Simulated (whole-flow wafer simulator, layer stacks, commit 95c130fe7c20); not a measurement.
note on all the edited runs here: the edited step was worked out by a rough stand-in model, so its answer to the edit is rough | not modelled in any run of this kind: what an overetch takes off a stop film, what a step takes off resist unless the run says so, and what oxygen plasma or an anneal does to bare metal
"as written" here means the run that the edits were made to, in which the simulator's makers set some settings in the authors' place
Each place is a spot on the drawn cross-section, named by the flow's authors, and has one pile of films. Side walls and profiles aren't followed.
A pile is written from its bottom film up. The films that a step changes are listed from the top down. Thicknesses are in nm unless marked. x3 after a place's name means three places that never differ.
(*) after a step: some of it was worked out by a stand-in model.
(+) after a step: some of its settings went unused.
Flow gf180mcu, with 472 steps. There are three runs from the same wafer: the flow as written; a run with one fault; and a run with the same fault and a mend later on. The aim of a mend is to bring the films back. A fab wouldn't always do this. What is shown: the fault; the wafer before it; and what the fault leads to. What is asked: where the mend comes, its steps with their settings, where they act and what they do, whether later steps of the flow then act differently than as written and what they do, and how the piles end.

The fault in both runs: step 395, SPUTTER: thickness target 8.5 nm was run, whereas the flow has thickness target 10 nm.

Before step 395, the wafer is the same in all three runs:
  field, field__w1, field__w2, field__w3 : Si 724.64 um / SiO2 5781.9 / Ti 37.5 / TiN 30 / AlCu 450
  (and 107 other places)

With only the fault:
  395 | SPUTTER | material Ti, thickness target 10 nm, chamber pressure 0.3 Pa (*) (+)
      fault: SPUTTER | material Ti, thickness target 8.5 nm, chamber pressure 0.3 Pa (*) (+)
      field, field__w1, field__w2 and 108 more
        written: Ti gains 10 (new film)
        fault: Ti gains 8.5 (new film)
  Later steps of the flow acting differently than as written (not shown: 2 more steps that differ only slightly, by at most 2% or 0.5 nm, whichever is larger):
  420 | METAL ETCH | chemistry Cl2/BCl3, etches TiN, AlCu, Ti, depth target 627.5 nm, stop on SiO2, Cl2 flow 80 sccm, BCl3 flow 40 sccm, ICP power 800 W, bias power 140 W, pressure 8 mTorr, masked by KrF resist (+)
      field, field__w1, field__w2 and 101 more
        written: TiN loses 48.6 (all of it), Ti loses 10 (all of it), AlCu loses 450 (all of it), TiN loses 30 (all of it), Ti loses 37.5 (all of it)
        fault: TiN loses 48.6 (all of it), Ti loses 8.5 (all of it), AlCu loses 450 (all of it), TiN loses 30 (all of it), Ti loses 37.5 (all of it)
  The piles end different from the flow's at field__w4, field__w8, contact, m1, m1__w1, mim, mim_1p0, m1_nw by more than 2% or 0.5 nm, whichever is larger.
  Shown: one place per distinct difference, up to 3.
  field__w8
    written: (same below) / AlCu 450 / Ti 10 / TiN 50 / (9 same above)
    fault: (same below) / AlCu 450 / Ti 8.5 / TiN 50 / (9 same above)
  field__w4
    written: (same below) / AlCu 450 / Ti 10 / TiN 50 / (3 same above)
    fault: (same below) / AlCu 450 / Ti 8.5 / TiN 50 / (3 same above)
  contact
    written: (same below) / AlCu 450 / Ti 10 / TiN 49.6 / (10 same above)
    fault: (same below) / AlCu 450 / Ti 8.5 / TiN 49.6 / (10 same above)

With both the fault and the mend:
  After step 395 comes the mend.
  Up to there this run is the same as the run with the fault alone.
  395a | SPUTTER | material Ti, thickness target 1.5 nm, chamber pressure 0.3 Pa (*) (+) (a further turn of the flow's step 395, with different settings)
      field, field__w1, field__w2 and 108 more
        Ti gains 1.5
  Later steps of the flow that are run all act as written at every place that is followed.
  At every place that both follow, the piles at the end match the flow's.
